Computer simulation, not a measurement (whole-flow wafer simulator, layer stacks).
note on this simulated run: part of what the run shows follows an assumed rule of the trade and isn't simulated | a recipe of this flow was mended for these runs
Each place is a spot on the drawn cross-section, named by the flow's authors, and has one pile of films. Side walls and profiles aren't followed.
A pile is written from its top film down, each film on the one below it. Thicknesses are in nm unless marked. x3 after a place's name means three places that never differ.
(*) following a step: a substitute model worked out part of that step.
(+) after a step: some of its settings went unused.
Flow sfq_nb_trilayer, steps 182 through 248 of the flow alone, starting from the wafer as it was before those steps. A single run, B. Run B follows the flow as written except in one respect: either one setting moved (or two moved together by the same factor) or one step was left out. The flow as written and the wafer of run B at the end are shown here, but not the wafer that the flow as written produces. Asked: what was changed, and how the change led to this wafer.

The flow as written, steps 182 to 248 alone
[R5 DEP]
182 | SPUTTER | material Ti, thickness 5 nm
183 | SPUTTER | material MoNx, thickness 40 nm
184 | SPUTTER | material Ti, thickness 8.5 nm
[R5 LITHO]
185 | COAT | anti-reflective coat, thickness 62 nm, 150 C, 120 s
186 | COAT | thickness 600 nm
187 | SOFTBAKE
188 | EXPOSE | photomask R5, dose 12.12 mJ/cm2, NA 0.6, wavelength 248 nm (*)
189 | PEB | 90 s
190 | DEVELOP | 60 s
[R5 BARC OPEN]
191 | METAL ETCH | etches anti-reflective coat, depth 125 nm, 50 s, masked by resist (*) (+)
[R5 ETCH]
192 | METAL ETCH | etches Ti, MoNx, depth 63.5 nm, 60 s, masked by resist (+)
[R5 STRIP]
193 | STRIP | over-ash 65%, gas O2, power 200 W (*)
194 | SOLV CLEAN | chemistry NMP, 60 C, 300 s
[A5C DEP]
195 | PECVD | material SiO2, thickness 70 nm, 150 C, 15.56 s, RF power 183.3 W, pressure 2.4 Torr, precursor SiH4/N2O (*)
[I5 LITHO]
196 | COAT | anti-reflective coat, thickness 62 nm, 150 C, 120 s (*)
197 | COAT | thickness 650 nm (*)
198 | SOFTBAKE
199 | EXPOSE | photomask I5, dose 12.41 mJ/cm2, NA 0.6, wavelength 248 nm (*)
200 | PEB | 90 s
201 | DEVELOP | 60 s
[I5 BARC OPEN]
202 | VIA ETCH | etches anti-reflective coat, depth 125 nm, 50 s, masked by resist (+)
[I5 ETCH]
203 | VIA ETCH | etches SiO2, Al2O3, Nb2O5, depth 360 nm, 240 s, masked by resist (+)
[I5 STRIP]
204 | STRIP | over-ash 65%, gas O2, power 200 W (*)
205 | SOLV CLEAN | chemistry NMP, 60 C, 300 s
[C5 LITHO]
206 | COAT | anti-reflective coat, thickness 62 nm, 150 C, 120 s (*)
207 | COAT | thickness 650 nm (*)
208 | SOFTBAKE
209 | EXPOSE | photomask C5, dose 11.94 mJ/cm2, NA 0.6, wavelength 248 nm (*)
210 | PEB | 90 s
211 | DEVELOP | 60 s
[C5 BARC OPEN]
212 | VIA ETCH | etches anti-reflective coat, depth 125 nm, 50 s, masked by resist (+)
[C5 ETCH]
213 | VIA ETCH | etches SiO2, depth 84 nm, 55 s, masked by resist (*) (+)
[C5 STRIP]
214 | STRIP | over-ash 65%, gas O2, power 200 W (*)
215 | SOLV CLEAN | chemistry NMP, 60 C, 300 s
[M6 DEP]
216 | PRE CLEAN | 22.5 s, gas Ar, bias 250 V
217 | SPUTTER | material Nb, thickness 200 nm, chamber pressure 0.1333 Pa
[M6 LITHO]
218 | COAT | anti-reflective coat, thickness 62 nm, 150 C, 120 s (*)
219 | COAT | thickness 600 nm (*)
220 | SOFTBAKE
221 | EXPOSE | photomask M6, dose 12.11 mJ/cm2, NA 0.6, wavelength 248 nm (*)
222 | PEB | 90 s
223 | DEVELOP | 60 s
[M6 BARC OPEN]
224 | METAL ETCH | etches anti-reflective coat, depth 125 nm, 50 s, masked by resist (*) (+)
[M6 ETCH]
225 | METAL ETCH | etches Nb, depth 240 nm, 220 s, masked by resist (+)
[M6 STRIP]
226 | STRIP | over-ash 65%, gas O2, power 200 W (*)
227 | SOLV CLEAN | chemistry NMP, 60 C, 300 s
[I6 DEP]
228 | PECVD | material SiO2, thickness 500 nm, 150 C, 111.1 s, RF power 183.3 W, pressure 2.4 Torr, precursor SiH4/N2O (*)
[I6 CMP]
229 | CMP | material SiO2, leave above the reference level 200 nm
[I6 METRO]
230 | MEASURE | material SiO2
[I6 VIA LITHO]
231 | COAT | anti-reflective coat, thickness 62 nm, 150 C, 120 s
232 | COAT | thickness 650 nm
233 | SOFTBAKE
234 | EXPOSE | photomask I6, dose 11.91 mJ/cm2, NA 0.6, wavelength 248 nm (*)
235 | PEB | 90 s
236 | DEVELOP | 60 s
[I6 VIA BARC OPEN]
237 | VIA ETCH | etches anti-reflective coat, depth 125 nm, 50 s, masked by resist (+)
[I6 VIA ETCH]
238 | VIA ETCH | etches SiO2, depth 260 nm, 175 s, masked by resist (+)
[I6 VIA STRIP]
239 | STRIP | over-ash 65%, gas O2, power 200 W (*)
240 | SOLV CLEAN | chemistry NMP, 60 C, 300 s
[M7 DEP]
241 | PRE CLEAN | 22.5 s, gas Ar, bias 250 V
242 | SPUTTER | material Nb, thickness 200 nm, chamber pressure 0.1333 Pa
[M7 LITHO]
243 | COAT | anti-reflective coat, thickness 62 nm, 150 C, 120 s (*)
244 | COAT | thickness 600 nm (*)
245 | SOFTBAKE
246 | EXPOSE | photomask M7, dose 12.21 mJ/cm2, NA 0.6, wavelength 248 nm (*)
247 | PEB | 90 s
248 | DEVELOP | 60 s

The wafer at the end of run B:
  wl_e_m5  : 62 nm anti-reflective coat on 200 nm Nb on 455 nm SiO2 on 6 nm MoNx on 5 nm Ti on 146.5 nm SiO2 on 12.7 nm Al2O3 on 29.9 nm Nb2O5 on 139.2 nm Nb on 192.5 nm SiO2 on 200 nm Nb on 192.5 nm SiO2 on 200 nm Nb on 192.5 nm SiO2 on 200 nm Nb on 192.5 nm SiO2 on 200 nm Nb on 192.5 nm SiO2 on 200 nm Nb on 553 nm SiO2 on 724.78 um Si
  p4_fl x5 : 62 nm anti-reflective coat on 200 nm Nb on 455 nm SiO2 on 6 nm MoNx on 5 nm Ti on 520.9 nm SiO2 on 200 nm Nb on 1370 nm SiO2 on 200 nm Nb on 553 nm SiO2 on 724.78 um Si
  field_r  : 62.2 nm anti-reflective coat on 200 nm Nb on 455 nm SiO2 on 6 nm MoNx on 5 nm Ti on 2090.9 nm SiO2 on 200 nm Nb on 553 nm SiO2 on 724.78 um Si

What caused this: step 183, SPUTTER: thickness 61 nm was run, while the flow as written has thickness 40 nm.

Step by step, how the change led to this:
  183 | SPUTTER | material MoNx, thickness 40 nm
      field_l, v_sur, via_wl and 103 more: +61 MoNx (new film) (it would be, as written: +40 MoNx (new film))
  192 | METAL ETCH | etches Ti, MoNx, depth 63.5 nm, 60 s, masked by resist (+)
      field_l, v_sur, via_wl and 92 more: -8.5 Ti (all of it), -55 MoNx (it would be, as written: -8.5 Ti (all of it), -40 MoNx (all of it), -5 Ti (all of it), -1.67 SiO2)
      ce_l, c5j, ce_r, wl_jj: -8.5 Ti (all of it), -55 MoNx (it would be, as written: -8.5 Ti (all of it), -40 MoNx (all of it), -5 Ti (all of it), -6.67 Nb)
  195 | PECVD | material SiO2, thickness 70 nm, 150 C, 15.56 s, RF power 183.3 W, pressure 2.4 Torr, precursor SiH4/N2O (*)
      field_l, v_sur, via_wl and 92 more: +70 SiO2 (new film) (it would be, as written: +70 SiO2)
  196 | COAT | anti-reflective coat, thickness 62 nm, 150 C, 120 s (*)
      r5r_line_l, r5r_line_c, r5r_line_r: +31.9 anti-reflective coat (new film) (it would be, as written: +35.5 anti-reflective coat (new film))
      wl_j_sl, wl_j_sr: +62 anti-reflective coat (new film) (it would be, as written: +60.5 anti-reflective coat (new film))
      (as well as at 9 more places)
  203 | VIA ETCH | etches SiO2, Al2O3, Nb2O5, depth 360 nm, 240 s, masked by resist (+)
      be: -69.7 SiO2 (all of it), -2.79 MoNx (it would be, as written: -214.5 SiO2 (all of it), -12.7 Al2O3 (all of it), -29.9 Nb2O5 (all of it), -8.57 Nb)
  204 | STRIP | over-ash 65%, gas O2, power 200 W (*)
      r5r_line_l, r5r_line_c, r5r_line_r: -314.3 KrF-resist-other-grade (all of it), -31.9 anti-reflective coat (all of it) (it would be, as written: -314.5 KrF-resist-other-grade (all of it), -35.5 anti-reflective coat (all of it))
      wl_j_sl, wl_j_sr: -315.7 KrF-resist-other-grade (all of it), -62 anti-reflective coat (all of it) (it would be, as written: -316.4 KrF-resist-other-grade (all of it), -60.5 anti-reflective coat (all of it))
      (as well as at 9 more places)
  206 | COAT | anti-reflective coat, thickness 62 nm, 150 C, 120 s (*)
      r5r_line_l, r5r_line_c, r5r_line_r: +31.9 anti-reflective coat (new film) (it would be, as written: +35.5 anti-reflective coat (new film))
      wl_j_sl, wl_j_sr: +62 anti-reflective coat (new film) (it would be, as written: +60.5 anti-reflective coat (new film))
      (as well as at 17 more places)
  207 | COAT | thickness 650 nm (*)
      be: +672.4 KrF-resist-other-grade (new film) (it would be, as written: +815 KrF-resist-other-grade (new film))
      gap: +654.3 KrF-resist-other-grade (new film) (it would be, as written: +641 KrF-resist-other-grade (new film))
  212 | VIA ETCH | etches anti-reflective coat, depth 125 nm, 50 s, masked by resist (+)
      c5j: -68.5 anti-reflective coat (all of it), -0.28 SiO2 (it would be, as written: -73.7 anti-reflective coat (all of it), -0.26 SiO2)
  213 | VIA ETCH | etches SiO2, depth 84 nm, 55 s, masked by resist (*) (+)
      c5j: -69.7 SiO2 (all of it), -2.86 MoNx (it would be, as written: -69.7 SiO2 (all of it), -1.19 Nb)
  214 | STRIP | over-ash 65%, gas O2, power 200 W (*)
      r5r_line_l, r5r_line_c, r5r_line_r: -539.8 KrF-resist-other-grade (all of it), -31.9 anti-reflective coat (all of it) (it would be, as written: -540 KrF-resist-other-grade (all of it), -35.5 anti-reflective coat (all of it))
      wl_j_sl, wl_j_sr: -541.2 KrF-resist-other-grade (all of it), -62 anti-reflective coat (all of it) (it would be, as written: -541.9 KrF-resist-other-grade (all of it), -60.5 anti-reflective coat (all of it))
      (as well as at 16 more places)
  216 | PRE CLEAN | 22.5 s, gas Ar, bias 250 V
      be: -3.21 MoNx (all of it), -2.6 Ti (it would be, as written: -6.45 Nb)
      c5j: -3.14 MoNx (all of it), -2.67 Ti (it would be, as written: -6.45 Nb)
  217 | SPUTTER | material Nb, thickness 200 nm, chamber pressure 0.1333 Pa
      be: +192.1 Nb (new film) (it would be, as written: +145.8 Nb)
      c5j: +188 Nb (new film) (it would be, as written: +188.4 Nb)
  218 | COAT | anti-reflective coat, thickness 62 nm, 150 C, 120 s (*)
      r5r_line_l, r5r_line_c, r5r_line_r: +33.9 anti-reflective coat (new film) (it would be, as written: +37.1 anti-reflective coat (new film))
      wl_j_sl, wl_j_sr: +62 anti-reflective coat (new film) (it would be, as written: +60.5 anti-reflective coat (new film))
      (as well as at 19 more places)
  219 | COAT | thickness 600 nm (*)
      via_v: +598 KrF-resist-other-grade (new film) (it would be, as written: +584.1 KrF-resist-other-grade (new film))
      be: +620.5 KrF-resist-other-grade (new film) (it would be, as written: +795.2 KrF-resist-other-grade (new film))
      (as well as at 1 more place)
  223 | DEVELOP | 60 s
      gap: -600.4 KrF-resist-other-grade (all of it) (it would be, as written: -584.6 KrF-resist-other-grade (all of it))
  ... 3 other steps ...
  229 | CMP | material SiO2, leave above the reference level 200 nm
      r5r_line_l, r5r_spacepad_l, r5r_spacepad_r, r5r_line_c, r5r_line_r: -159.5 SiO2 (it would be, as written: -151.2 SiO2)
      be_r, r_sur, r_end: -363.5 SiO2 (it would be, as written: -355.2 SiO2)
      (as well as at 3 more places)
If metal films that touch count as one body, wl_e_m5 has 8 bodies (between them, from the top down: SiO2 455; SiO2 146.5 / Al2O3 12.7 / Nb2O5 29.9; SiO2 192.5; SiO2 192.5; SiO2 192.5; SiO2 192.5; SiO2 192.5); the flow as written gives 7 bodies (between them, from the top down: SiO2 599.8 / Al2O3 12.7 / Nb2O5 29.9; SiO2 192.5; SiO2 192.5; SiO2 192.5; SiO2 192.5; SiO2 192.5).
If metal films that touch count as one body, p4_fl x5 has 4 bodies (between them, from the top down: SiO2 455; SiO2 520.9; SiO2 1370); the flow as written gives 3 bodies (between them, from the top down: SiO2 974.2; SiO2 1370).
If metal films that touch count as one body, field_r has 3 bodies (between them, from the top down: SiO2 455; SiO2 2090.9); the flow as written gives 2 bodies (between them, from the top down: SiO2 2544.2).
